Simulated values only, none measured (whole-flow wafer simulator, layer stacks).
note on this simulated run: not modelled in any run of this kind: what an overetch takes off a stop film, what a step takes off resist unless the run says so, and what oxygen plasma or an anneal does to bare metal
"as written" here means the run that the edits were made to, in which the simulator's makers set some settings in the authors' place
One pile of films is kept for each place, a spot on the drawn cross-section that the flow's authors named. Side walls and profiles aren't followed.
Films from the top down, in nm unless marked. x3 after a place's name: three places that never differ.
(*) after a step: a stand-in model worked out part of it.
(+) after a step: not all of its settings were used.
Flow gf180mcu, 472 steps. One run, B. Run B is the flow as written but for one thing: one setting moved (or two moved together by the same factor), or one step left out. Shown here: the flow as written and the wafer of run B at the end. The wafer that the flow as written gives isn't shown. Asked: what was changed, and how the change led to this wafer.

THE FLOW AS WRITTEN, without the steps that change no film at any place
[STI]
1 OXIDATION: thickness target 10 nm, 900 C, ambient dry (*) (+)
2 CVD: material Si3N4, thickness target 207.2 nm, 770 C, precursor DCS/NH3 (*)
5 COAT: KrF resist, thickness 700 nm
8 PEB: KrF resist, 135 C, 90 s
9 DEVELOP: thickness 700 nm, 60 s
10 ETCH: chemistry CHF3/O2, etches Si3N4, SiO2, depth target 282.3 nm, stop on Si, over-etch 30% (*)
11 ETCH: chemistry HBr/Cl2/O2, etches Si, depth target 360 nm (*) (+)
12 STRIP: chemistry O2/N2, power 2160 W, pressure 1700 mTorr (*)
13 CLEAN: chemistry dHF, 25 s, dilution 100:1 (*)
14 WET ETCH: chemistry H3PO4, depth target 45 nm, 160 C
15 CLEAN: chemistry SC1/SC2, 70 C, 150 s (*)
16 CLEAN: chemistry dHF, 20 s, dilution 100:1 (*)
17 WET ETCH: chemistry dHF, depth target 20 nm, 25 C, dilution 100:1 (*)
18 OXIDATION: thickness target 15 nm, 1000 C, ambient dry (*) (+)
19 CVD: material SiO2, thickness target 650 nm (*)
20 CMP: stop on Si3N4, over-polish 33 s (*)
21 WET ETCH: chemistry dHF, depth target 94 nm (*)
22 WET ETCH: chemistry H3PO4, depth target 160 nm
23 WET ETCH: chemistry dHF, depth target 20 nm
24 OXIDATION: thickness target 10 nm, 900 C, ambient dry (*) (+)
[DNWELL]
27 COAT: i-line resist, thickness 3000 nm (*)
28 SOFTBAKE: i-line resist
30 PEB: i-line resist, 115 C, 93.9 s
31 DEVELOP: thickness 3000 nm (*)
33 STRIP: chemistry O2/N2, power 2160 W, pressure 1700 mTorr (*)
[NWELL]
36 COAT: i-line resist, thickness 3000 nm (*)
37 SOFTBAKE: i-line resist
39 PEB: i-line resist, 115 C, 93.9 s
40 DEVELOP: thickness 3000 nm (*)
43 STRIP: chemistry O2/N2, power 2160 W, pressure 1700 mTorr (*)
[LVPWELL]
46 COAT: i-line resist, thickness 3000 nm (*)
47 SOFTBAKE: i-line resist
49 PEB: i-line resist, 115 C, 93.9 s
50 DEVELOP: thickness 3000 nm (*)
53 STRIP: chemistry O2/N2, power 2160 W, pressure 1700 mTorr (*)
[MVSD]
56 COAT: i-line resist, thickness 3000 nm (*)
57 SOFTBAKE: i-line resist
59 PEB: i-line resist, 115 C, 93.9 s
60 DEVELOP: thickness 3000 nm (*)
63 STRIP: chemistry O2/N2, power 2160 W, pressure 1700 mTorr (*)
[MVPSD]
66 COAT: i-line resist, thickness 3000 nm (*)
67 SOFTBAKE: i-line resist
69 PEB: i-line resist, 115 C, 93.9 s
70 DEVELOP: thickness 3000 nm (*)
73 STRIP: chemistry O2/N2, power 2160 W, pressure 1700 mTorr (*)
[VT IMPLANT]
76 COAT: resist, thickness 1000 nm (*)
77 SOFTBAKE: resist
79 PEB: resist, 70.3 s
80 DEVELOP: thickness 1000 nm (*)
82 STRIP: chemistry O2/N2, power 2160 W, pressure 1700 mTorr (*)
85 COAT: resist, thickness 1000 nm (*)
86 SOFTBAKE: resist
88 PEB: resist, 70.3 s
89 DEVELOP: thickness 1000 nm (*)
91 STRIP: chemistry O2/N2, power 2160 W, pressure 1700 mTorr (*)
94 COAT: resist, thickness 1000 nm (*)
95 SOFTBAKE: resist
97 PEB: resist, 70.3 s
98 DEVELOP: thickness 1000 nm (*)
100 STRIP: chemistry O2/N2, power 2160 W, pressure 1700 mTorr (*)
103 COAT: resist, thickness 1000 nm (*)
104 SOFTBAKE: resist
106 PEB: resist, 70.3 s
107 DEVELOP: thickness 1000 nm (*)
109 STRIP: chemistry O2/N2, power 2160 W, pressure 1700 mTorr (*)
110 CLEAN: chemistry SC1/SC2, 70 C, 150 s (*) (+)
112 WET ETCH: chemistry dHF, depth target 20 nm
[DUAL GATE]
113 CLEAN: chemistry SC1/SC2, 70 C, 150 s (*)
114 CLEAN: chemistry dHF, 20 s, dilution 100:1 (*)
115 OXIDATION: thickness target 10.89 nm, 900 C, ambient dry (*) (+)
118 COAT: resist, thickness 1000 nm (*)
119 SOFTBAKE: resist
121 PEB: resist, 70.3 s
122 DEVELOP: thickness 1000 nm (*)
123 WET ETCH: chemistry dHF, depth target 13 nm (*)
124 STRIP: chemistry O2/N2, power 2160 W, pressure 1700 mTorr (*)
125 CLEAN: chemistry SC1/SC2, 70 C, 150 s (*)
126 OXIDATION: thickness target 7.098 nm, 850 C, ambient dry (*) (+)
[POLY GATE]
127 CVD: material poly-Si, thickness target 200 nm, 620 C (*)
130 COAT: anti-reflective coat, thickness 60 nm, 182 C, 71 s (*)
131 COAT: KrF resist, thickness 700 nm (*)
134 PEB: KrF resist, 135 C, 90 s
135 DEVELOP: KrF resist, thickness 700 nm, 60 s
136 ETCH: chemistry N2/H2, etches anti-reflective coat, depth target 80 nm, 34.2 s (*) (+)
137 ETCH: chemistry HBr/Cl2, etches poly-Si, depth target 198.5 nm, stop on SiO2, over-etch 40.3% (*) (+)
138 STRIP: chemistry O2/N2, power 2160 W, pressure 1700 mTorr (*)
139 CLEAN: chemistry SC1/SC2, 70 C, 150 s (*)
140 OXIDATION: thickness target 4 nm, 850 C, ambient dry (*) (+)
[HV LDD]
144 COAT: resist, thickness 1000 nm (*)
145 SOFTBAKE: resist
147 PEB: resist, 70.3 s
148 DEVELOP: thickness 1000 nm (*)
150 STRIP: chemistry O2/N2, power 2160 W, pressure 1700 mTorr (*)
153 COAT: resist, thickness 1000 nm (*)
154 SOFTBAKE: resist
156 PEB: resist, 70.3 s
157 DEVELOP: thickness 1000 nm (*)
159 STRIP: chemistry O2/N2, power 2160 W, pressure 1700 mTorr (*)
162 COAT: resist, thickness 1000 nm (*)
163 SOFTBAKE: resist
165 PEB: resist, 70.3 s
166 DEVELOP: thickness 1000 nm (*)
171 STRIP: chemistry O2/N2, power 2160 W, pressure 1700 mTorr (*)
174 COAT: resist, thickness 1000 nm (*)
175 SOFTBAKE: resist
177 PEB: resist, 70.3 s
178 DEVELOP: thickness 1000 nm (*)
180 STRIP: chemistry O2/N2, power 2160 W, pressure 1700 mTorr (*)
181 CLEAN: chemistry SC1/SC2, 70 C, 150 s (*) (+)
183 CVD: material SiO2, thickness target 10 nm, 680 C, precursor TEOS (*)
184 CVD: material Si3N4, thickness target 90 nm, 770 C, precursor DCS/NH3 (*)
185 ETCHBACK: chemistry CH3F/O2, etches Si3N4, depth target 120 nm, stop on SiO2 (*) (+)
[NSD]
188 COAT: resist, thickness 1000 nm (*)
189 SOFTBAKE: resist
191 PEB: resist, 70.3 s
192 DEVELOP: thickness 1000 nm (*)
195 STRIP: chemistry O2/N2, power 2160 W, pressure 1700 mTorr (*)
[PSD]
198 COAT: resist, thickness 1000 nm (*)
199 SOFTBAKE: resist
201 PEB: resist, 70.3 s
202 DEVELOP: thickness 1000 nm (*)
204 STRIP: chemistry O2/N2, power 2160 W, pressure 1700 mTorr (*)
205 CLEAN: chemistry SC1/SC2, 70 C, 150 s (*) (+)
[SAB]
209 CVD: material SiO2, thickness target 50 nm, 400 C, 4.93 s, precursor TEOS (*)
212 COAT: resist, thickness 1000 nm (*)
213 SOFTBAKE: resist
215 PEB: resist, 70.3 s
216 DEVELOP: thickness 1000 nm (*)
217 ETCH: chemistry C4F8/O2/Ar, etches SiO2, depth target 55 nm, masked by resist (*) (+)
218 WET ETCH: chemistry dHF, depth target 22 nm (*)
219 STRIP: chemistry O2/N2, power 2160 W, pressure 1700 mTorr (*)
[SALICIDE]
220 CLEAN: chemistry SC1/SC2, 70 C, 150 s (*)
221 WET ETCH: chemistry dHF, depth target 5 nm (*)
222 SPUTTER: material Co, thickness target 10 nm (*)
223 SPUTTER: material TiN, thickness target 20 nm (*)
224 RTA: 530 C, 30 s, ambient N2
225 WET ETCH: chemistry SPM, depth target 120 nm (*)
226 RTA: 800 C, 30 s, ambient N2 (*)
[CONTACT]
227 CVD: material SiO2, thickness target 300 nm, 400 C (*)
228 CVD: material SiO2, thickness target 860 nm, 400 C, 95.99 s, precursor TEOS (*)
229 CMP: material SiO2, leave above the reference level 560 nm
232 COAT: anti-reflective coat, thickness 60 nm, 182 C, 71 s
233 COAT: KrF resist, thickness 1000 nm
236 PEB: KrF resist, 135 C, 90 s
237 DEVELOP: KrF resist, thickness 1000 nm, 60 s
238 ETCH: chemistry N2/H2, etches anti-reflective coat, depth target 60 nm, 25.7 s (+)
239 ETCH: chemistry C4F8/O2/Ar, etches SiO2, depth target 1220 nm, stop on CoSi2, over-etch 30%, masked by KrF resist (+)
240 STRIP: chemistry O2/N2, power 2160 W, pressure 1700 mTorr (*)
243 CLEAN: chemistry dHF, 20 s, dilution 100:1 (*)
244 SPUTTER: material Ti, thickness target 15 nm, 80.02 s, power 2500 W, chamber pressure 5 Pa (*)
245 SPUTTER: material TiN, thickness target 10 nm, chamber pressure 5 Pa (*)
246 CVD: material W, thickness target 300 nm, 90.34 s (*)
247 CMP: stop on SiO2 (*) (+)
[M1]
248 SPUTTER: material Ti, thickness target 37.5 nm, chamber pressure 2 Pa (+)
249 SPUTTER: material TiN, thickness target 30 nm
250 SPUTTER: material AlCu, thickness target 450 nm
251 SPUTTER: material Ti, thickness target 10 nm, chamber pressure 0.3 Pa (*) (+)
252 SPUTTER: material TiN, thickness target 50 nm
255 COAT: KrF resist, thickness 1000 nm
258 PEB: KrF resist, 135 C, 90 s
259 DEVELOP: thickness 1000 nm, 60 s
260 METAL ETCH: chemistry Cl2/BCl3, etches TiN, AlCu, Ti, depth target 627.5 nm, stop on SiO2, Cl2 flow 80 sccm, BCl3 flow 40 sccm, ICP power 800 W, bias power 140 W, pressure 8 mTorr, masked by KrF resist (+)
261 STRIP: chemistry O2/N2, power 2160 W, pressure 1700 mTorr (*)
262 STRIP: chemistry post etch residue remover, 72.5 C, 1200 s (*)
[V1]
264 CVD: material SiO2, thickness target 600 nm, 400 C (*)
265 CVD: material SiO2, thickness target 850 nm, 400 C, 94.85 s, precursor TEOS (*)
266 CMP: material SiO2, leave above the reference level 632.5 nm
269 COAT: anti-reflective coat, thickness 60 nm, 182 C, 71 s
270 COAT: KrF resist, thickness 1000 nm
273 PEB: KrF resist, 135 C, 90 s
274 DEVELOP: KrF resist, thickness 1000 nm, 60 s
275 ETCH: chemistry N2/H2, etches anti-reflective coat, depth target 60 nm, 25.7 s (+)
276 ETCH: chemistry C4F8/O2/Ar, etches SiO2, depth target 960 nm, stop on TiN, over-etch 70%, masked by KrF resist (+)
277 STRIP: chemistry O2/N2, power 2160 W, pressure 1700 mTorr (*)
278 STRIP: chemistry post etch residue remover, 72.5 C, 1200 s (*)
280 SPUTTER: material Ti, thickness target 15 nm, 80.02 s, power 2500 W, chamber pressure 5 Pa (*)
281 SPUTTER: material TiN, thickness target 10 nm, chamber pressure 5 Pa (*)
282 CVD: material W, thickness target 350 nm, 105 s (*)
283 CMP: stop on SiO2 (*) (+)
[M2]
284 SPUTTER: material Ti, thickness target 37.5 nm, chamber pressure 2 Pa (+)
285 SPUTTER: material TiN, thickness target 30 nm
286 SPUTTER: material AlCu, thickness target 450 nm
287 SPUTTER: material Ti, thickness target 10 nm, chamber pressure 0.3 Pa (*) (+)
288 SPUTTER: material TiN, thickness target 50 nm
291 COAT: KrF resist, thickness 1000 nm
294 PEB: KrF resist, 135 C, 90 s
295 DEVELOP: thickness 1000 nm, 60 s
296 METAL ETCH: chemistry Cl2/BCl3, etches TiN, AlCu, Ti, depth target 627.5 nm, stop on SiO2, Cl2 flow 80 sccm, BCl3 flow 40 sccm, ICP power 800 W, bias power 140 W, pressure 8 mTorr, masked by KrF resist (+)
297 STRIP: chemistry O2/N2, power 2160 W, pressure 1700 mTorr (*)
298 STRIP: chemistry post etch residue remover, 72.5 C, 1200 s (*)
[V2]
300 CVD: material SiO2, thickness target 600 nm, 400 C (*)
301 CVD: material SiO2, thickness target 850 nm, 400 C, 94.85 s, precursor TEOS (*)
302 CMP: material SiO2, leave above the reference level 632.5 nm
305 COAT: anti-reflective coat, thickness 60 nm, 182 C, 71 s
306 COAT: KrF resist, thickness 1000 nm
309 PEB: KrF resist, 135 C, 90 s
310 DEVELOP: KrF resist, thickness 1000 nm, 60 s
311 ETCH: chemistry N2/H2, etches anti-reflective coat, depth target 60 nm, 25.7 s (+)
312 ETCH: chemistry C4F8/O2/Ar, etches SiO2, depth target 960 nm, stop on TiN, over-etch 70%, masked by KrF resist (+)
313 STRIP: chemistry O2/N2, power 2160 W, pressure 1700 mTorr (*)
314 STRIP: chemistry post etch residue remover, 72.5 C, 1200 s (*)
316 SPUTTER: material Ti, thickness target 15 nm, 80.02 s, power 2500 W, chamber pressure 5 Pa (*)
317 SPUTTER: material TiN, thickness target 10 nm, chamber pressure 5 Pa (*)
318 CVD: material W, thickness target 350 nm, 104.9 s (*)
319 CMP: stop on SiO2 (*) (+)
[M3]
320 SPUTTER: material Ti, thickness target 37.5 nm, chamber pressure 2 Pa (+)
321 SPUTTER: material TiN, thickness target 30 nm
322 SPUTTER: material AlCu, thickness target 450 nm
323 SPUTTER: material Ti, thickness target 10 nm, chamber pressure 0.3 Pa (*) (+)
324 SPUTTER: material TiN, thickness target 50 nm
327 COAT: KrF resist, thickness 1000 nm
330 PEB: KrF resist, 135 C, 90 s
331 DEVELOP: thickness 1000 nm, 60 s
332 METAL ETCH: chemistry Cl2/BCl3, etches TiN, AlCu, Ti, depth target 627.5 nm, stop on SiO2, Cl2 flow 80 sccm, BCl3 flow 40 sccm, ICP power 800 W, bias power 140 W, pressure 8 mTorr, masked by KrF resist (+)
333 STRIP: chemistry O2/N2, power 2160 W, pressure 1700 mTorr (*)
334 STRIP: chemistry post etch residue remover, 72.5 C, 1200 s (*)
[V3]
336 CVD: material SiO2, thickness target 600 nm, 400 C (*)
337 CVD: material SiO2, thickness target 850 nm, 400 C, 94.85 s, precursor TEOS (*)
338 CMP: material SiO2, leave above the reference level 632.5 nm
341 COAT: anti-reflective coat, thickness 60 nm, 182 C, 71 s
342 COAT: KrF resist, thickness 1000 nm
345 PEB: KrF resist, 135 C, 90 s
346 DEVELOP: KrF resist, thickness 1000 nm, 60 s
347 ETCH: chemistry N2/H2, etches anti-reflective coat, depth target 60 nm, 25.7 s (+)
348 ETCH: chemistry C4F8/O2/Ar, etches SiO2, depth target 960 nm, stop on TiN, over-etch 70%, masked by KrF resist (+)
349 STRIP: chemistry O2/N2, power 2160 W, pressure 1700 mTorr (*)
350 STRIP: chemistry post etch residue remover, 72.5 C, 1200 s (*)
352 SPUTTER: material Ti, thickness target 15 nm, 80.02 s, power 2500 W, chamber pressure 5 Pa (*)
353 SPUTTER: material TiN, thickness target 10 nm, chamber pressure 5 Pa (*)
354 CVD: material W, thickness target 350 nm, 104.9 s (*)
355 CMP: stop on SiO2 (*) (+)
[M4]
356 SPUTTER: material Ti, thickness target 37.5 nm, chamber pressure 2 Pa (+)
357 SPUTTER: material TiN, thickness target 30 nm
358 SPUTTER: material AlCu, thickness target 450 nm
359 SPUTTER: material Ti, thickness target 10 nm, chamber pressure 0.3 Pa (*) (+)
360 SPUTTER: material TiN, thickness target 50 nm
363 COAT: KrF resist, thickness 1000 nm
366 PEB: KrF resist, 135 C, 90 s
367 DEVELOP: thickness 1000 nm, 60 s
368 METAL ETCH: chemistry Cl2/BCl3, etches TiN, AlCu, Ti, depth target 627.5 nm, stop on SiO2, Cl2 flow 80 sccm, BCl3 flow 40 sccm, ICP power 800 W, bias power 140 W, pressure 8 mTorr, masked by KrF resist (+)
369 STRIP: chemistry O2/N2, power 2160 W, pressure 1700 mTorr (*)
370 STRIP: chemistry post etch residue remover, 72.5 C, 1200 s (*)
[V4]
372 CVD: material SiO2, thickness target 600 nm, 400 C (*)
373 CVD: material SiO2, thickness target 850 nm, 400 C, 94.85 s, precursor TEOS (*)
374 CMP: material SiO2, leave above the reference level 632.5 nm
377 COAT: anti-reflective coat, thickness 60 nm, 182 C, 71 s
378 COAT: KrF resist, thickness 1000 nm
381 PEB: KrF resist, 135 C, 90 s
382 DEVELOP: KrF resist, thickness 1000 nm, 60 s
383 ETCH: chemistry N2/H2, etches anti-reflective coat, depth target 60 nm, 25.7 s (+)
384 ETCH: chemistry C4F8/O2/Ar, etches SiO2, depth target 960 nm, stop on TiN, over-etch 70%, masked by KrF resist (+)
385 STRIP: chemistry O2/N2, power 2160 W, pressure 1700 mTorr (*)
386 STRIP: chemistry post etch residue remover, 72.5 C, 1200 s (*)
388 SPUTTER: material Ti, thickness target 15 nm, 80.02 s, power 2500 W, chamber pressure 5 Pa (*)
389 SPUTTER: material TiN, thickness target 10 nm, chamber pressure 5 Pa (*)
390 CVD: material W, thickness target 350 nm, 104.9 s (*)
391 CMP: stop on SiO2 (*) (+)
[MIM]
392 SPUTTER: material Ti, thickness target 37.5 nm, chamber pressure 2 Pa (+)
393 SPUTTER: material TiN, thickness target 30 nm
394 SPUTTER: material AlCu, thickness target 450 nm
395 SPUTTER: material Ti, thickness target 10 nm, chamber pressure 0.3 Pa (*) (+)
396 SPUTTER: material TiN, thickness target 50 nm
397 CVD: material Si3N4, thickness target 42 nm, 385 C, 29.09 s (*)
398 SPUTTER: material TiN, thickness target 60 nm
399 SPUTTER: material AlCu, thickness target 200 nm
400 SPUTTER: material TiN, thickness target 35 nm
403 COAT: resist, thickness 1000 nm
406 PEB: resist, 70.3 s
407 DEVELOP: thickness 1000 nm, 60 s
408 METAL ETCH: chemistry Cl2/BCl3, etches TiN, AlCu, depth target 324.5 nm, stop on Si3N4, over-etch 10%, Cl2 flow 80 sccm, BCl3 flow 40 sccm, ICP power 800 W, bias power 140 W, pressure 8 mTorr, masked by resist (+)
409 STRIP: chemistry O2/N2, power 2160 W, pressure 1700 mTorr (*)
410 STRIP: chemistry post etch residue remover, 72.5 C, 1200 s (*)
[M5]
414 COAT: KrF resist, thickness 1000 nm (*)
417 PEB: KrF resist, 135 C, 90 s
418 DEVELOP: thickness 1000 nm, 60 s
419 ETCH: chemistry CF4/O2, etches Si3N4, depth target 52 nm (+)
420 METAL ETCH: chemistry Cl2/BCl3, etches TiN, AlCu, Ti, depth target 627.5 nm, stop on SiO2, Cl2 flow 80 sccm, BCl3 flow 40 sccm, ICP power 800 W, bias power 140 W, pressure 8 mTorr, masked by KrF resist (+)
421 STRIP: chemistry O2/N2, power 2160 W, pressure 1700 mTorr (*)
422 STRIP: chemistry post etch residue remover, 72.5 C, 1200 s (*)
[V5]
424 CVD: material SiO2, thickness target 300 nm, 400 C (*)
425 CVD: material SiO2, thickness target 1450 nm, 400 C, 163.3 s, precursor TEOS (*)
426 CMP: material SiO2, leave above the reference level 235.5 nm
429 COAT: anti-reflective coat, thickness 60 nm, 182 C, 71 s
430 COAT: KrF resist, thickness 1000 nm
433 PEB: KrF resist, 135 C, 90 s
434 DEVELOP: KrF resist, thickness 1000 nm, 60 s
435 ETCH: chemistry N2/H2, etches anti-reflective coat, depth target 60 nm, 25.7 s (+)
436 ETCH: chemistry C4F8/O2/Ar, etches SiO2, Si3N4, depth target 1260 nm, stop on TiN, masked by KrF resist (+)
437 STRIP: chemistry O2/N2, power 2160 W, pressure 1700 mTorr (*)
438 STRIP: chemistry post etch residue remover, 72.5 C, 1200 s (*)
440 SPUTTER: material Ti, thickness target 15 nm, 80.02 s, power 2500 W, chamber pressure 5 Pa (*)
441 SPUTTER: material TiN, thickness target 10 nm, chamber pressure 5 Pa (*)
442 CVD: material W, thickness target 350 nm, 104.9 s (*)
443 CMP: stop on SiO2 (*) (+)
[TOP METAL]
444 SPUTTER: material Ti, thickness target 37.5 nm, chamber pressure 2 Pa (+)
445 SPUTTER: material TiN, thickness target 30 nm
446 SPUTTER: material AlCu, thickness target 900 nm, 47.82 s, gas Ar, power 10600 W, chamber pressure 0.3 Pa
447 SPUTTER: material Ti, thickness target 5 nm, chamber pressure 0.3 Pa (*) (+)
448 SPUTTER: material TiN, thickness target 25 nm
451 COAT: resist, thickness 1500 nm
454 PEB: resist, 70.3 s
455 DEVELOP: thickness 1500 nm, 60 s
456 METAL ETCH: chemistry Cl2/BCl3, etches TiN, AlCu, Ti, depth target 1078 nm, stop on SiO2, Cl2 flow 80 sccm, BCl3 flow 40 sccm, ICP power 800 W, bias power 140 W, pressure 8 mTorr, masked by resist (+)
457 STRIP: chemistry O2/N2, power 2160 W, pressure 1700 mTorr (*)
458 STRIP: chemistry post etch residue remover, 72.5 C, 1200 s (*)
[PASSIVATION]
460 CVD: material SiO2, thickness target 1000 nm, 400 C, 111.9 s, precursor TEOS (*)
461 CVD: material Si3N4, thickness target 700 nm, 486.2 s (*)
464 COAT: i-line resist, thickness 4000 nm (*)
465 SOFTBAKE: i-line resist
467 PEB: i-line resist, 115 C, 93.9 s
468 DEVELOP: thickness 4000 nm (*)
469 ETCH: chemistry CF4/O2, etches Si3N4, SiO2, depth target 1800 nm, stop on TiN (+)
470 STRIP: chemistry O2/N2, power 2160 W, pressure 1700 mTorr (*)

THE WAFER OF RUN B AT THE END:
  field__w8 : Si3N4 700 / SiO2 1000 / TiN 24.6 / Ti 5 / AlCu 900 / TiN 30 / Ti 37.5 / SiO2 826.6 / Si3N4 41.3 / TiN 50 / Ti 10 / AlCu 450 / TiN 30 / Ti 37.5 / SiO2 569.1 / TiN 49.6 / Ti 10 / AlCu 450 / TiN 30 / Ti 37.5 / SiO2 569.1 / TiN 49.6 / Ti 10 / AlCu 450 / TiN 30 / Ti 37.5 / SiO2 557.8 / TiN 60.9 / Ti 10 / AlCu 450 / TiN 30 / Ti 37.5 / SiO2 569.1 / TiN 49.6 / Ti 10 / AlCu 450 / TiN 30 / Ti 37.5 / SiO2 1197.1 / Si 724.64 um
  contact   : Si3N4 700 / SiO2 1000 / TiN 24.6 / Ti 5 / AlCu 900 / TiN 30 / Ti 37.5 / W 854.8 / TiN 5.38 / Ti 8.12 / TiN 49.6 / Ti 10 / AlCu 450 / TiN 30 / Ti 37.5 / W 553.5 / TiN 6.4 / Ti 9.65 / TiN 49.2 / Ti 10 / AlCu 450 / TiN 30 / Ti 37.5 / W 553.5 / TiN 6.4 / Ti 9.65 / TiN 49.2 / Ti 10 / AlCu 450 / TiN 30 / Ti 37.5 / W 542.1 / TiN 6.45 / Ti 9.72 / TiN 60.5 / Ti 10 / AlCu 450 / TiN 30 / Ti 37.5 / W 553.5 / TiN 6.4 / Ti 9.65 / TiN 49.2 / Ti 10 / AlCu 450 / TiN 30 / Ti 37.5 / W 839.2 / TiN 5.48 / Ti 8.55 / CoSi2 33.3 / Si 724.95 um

The cause: step 288, SPUTTER: thickness target 61.3 nm was run, where the flow has thickness target 50 nm.

How the change led to this, step by step:
  288 SPUTTER: material TiN, thickness target 50 nm
      field, field__w1, field__w2 and 108 more: TiN +61.3 (new film) (as written it would be: TiN +50 (new film))
  296 METAL ETCH: chemistry Cl2/BCl3, etches TiN, AlCu, Ti, depth target 627.5 nm, stop on SiO2, Cl2 flow 80 sccm, BCl3 flow 40 sccm, ICP power 800 W, bias power 140 W, pressure 8 mTorr, masked by KrF resist (+)
      field, field__w1, field__w2 and 103 more: TiN -61.3 (all of it), Ti -10 (all of it), AlCu -450 (all of it), TiN -30 (all of it), Ti -37.5 (all of it) (as written it would be: TiN -50 (all of it), Ti -10 (all of it), AlCu -450 (all of it), TiN -30 (all of it), Ti -37.5 (all of it))
